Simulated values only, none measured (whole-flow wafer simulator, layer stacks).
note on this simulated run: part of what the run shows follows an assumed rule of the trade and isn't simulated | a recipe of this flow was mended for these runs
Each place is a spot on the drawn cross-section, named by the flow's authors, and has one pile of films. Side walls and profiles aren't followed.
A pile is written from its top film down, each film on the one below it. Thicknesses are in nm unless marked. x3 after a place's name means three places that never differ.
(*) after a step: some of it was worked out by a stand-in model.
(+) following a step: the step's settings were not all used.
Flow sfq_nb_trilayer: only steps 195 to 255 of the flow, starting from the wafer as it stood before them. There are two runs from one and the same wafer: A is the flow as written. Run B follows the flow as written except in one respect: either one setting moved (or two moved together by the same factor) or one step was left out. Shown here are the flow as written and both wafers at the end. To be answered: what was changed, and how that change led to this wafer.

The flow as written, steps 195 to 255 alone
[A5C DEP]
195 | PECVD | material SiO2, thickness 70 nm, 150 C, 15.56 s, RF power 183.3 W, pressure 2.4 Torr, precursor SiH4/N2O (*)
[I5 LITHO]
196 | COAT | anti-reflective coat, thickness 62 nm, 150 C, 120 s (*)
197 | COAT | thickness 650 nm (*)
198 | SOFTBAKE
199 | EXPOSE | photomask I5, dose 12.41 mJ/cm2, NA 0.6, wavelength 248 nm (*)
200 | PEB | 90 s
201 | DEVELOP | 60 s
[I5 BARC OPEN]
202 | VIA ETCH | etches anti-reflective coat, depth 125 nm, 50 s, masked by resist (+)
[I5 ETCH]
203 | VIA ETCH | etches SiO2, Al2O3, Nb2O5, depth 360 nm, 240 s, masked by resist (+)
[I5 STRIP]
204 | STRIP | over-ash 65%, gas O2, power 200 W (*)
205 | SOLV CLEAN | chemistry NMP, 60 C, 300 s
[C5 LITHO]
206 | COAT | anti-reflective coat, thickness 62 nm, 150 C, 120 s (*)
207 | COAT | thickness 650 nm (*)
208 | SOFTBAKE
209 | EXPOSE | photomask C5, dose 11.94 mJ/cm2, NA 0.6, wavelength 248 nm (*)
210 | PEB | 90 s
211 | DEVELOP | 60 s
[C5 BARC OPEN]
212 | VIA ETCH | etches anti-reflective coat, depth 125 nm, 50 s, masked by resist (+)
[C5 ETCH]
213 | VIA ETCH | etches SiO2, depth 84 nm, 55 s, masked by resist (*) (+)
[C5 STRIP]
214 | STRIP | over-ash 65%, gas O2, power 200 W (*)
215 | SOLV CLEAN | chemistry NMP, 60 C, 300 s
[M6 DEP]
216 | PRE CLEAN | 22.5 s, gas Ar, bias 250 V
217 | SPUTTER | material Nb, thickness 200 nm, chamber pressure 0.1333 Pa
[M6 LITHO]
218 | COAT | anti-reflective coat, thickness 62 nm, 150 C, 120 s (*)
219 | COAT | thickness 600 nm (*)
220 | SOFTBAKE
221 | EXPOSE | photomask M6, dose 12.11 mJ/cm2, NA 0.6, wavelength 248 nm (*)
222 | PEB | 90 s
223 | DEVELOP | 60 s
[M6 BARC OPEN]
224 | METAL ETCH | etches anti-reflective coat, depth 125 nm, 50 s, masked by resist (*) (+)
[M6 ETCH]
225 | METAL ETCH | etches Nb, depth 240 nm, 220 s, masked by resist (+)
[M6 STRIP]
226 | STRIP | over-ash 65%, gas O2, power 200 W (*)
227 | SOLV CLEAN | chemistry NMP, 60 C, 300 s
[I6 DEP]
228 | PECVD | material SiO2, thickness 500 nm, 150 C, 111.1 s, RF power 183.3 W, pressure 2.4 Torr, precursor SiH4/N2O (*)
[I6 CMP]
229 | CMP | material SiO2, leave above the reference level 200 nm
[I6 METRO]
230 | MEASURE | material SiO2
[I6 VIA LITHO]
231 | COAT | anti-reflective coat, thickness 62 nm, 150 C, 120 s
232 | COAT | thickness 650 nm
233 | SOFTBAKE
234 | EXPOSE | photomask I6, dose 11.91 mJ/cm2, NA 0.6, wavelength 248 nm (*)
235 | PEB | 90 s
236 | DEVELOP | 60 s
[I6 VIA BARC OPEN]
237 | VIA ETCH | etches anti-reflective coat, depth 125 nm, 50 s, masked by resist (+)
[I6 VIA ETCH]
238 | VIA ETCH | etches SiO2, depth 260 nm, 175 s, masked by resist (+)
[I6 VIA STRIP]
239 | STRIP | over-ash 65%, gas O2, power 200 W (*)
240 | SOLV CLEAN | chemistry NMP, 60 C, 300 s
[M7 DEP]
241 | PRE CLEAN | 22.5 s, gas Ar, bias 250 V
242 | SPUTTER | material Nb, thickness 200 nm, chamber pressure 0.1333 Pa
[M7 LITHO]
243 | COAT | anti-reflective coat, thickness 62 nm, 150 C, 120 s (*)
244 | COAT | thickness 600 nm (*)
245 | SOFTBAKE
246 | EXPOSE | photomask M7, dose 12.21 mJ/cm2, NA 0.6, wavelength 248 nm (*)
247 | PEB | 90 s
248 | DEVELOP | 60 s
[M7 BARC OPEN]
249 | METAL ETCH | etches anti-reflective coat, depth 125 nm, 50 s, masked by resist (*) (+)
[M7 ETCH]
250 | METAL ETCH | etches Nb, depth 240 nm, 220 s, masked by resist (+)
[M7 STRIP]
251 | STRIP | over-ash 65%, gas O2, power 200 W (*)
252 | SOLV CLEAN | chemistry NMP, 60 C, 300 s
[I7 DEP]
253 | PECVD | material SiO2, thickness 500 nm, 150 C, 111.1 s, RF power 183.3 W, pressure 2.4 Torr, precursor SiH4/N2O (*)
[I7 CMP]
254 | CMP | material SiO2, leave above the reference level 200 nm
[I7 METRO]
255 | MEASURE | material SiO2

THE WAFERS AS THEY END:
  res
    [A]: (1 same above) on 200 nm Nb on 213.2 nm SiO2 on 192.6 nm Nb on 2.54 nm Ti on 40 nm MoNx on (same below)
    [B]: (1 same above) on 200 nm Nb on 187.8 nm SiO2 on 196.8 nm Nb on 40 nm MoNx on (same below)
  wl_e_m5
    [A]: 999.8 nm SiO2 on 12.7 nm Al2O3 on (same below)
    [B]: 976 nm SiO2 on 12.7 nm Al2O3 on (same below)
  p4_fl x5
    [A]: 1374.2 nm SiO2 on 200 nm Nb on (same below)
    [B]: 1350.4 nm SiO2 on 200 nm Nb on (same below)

Cause: step 195, PECVD: pressure 3.84 Torr was run, though the flow has pressure 2.4 Torr.

The path from the change to this, step by step:
  195 | PECVD | material SiO2, thickness 70 nm, 150 C, 15.56 s, RF power 183.3 W, pressure 2.4 Torr, precursor SiH4/N2O (*)
      field_l, v_sur, via_wl and 92 more: A +70 SiO2 | B +46.2 SiO2
      ce_l, c5j, ce_r and 8 more: A +70 SiO2 (new film) | B +46.2 SiO2 (new film)
  196 | COAT | anti-reflective coat, thickness 62 nm, 150 C, 120 s (*)
      r5r_line_l, r5r_line_c, r5r_line_r: A +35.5 anti-reflective coat (new film) | B +34.5 anti-reflective coat (new film)
  203 | VIA ETCH | etches SiO2, Al2O3, Nb2O5, depth 360 nm, 240 s, masked by resist (+)
      be: A -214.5 SiO2 (all of it), -12.7 Al2O3 (all of it), -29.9 Nb2O5 (all of it), -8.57 Nb | B -190.7 SiO2 (all of it), -12.7 Al2O3 (all of it), -29.9 Nb2O5 (all of it), -10.6 Nb
  204 | STRIP | over-ash 65%, gas O2, power 200 W (*)
      r5r_line_l, r5r_line_c, r5r_line_r: A -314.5 KrF-resist-other-grade (all of it), -35.5 anti-reflective coat (all of it) | B -314.5 KrF-resist-other-grade (all of it), -34.5 anti-reflective coat (all of it)
  206 | COAT | anti-reflective coat, thickness 62 nm, 150 C, 120 s (*)
      r5r_line_l, r5r_line_c, r5r_line_r: A +35.5 anti-reflective coat (new film) | B +34.5 anti-reflective coat (new film)
      be: A +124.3 anti-reflective coat (new film) | B +121.1 anti-reflective coat (new film)
  213 | VIA ETCH | etches SiO2, depth 84 nm, 55 s, masked by resist (*) (+)
      c5j: A -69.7 SiO2 (all of it), -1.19 Nb | B -45.9 SiO2 (all of it), -3.17 Nb
      res: A -69.7 SiO2 (all of it), -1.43 Ti | B -45.9 SiO2 (all of it), -3.81 Ti
  214 | STRIP | over-ash 65%, gas O2, power 200 W (*)
      r5r_line_l, r5r_line_c, r5r_line_r: A -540 KrF-resist-other-grade (all of it), -35.5 anti-reflective coat (all of it) | B -540 KrF-resist-other-grade (all of it), -34.5 anti-reflective coat (all of it)
      be: A -705.8 KrF-resist-other-grade (all of it), -124.3 anti-reflective coat (all of it) | B -689.9 KrF-resist-other-grade (all of it), -121.1 anti-reflective coat (all of it)
  216 | PRE CLEAN | 22.5 s, gas Ar, bias 250 V
      res: A -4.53 Ti | B -4.69 Ti (all of it)
  217 | SPUTTER | material Nb, thickness 200 nm, chamber pressure 0.1333 Pa
      be: A +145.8 Nb | B +150.7 Nb
      c5j: A +188.4 Nb | B +194.7 Nb
      (also at 1 further place)
  218 | COAT | anti-reflective coat, thickness 62 nm, 150 C, 120 s (*)
      wire: A +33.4 anti-reflective coat (new film) | B +34.1 anti-reflective coat (new film)
      be: A +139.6 anti-reflective coat (new film) | B +135.6 anti-reflective coat (new film)
      (also at 10 further places)
  219 | COAT | thickness 600 nm (*)
      be: A +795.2 KrF-resist-other-grade (new film) | B +776.3 KrF-resist-other-grade (new film)
  224 | METAL ETCH | etches anti-reflective coat, depth 125 nm, 50 s, masked by resist (*) (+)
      field_r: A -67 anti-reflective coat (all of it) | B -65.6 anti-reflective coat (all of it)
  226 | STRIP | over-ash 65%, gas O2, power 200 W (*)
      wire: A -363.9 KrF-resist-other-grade (all of it), -33.4 anti-reflective coat (all of it) | B -365.6 KrF-resist-other-grade (all of it), -34.1 anti-reflective coat (all of it)
      be: A -559.4 KrF-resist-other-grade (all of it), -139.6 anti-reflective coat (all of it) | B -540.5 KrF-resist-other-grade (all of it), -135.6 anti-reflective coat (all of it)
      (also at 9 further places)
  228 | PECVD | material SiO2, thickness 500 nm, 150 C, 111.1 s, RF power 183.3 W, pressure 2.4 Torr, precursor SiH4/N2O (*)
      be: A +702 SiO2 (new film) | B +675.2 SiO2 (new film)
      c5j: A +514.7 SiO2 (new film) | B +500 SiO2 (new film)
  229 | CMP | material SiO2, leave above the reference level 200 nm
      c5j: A -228 SiO2 | B -241.4 SiO2
      res: A -279.3 SiO2 | B -304.7 SiO2
